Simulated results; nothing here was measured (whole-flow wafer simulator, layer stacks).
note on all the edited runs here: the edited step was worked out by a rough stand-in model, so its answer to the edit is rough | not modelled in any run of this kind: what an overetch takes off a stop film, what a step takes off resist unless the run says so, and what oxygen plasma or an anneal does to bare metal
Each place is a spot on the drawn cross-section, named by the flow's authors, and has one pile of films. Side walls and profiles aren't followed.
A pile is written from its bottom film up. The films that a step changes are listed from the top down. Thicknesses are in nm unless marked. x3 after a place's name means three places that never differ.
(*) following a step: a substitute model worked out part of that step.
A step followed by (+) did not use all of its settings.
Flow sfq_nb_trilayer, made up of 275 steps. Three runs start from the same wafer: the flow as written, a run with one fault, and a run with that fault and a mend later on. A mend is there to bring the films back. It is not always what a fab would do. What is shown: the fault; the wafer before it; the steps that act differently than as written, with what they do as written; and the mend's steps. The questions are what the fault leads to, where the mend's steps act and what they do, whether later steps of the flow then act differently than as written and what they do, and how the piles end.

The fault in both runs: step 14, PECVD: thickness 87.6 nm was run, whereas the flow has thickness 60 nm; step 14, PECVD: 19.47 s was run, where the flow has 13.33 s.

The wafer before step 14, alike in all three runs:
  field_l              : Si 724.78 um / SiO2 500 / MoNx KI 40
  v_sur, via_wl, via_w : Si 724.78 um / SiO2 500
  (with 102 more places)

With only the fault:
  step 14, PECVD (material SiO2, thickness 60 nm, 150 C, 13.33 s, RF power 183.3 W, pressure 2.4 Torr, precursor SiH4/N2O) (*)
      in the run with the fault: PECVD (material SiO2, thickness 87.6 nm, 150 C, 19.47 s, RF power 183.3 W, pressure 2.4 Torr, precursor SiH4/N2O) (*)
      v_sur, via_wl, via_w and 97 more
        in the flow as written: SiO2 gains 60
        in the run with the fault: SiO2 gains 87.6
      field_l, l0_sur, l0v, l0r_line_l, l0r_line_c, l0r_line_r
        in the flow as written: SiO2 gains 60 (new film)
        in the run with the fault: SiO2 gains 87.6 (new film)
  Later steps of the flow acting differently than as written (not shown: 8 more steps that differ only slightly, by at most 2% or 0.5 nm, whichever is larger):
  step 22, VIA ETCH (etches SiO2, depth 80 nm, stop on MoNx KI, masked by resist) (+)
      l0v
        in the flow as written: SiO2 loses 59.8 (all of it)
        in the run with the fault: SiO2 loses 80
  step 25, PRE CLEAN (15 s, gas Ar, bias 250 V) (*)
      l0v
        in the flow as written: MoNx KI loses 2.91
        in the run with the fault: SiO2 loses 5
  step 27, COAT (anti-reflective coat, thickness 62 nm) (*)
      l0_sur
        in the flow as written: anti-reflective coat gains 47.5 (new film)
        in the run with the fault: anti-reflective coat gains 45.9 (new film)
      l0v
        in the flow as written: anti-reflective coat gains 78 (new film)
        in the run with the fault: anti-reflective coat gains 83.5 (new film)
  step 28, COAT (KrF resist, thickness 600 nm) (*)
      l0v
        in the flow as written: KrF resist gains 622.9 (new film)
        in the run with the fault: KrF resist gains 637.9 (new film)
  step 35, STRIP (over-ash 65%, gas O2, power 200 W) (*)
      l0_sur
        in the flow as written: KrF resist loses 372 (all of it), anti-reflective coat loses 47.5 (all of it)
        in the run with the fault: KrF resist loses 369.5 (all of it), anti-reflective coat loses 45.9 (all of it)
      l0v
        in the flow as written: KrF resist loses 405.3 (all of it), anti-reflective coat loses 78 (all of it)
        in the run with the fault: KrF resist loses 420.2 (all of it), anti-reflective coat loses 83.5 (all of it)
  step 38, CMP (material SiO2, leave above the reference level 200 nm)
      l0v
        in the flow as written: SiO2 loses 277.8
        in the run with the fault: SiO2 loses 251.6
  By the end, the piles at field_l, v_sur, via_wl and 100 more depart from the flow's by more than 2% or 0.5 nm, whichever is larger.
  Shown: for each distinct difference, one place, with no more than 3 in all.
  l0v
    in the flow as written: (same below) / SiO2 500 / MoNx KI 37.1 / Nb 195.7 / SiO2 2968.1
    in the run with the fault: (same below) / SiO2 500 / MoNx KI 40 / SiO2 2.45 / Nb 191.8 / SiO2 2994.3
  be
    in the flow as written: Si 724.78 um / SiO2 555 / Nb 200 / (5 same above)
    in the run with the fault: Si 724.78 um / SiO2 582.6 / Nb 200 / (5 same above)
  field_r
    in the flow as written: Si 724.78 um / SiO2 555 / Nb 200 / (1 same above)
    in the run with the fault: Si 724.78 um / SiO2 582.6 / Nb 200 / (1 same above)

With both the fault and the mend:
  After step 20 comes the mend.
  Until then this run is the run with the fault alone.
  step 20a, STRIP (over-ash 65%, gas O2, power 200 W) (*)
      p4_fl x3, p4_w1 x9, p4_g1 x2 and 59 more
        KrF resist loses 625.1 (all of it), anti-reflective coat loses 62 (all of it)
      ce_l, c5j, ce_r, sp_r, be_r, r_sur
        KrF resist loses 632 (all of it), anti-reflective coat loses 63.7 (all of it)
      gap, jj_sur, res
        KrF resist loses 632.1 (all of it), anti-reflective coat loses 63.7 (all of it)
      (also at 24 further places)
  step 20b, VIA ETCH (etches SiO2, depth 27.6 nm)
      field_l, v_sur, via_wl and 103 more
        SiO2 loses 27.6
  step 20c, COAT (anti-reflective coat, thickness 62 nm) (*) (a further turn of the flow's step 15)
      p4_fl x3, p4_w1 x9, p4_g1 x2 and 59 more
        anti-reflective coat gains 62 (new film)
      be_sur, gap, jj_sur and 8 more
        anti-reflective coat gains 63.7 (new film)
      wire, be, moat, field_r
        anti-reflective coat gains 63.8 (new film)
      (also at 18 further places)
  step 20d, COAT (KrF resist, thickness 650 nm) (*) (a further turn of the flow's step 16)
      p4_fl x3, p4_w1 x9, p4_g1 x2 and 59 more
        KrF resist gains 650 (new film)
      ce_l, c5j, ce_r, sp_r, be_r
        KrF resist gains 656.9 (new film)
      gap, jj_sur, r_sur, res
        KrF resist gains 657 (new film)
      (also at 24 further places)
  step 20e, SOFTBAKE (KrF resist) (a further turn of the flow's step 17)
      leaves every film unchanged at each place that is followed
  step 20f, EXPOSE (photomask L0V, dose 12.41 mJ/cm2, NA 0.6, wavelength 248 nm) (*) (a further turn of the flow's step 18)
      leaves every film unchanged at each place that is followed
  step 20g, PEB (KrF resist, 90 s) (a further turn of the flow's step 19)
      p4_fl x3, p4_w1 x9, p4_g1 x2 and 59 more
        KrF resist loses 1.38
      via_v, wire, be and 15 more
        KrF resist loses 1.39
      v_sur, via_w, via_wr, via_sp, lsp_m, ln_m6, lsp_r
        KrF resist loses 1.4
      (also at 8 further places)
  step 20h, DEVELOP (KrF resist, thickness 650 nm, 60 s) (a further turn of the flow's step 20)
      field_l, v_sur, via_wl and 102 more
        KrF resist loses 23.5
      l0v
        KrF resist loses 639 (all of it)
  Later steps of the flow that are run all act as written at every place that is followed, up to a difference of at most 2% or 0.5 nm, whichever is larger.
  At every place that both follow, the piles at the end match the flow's.
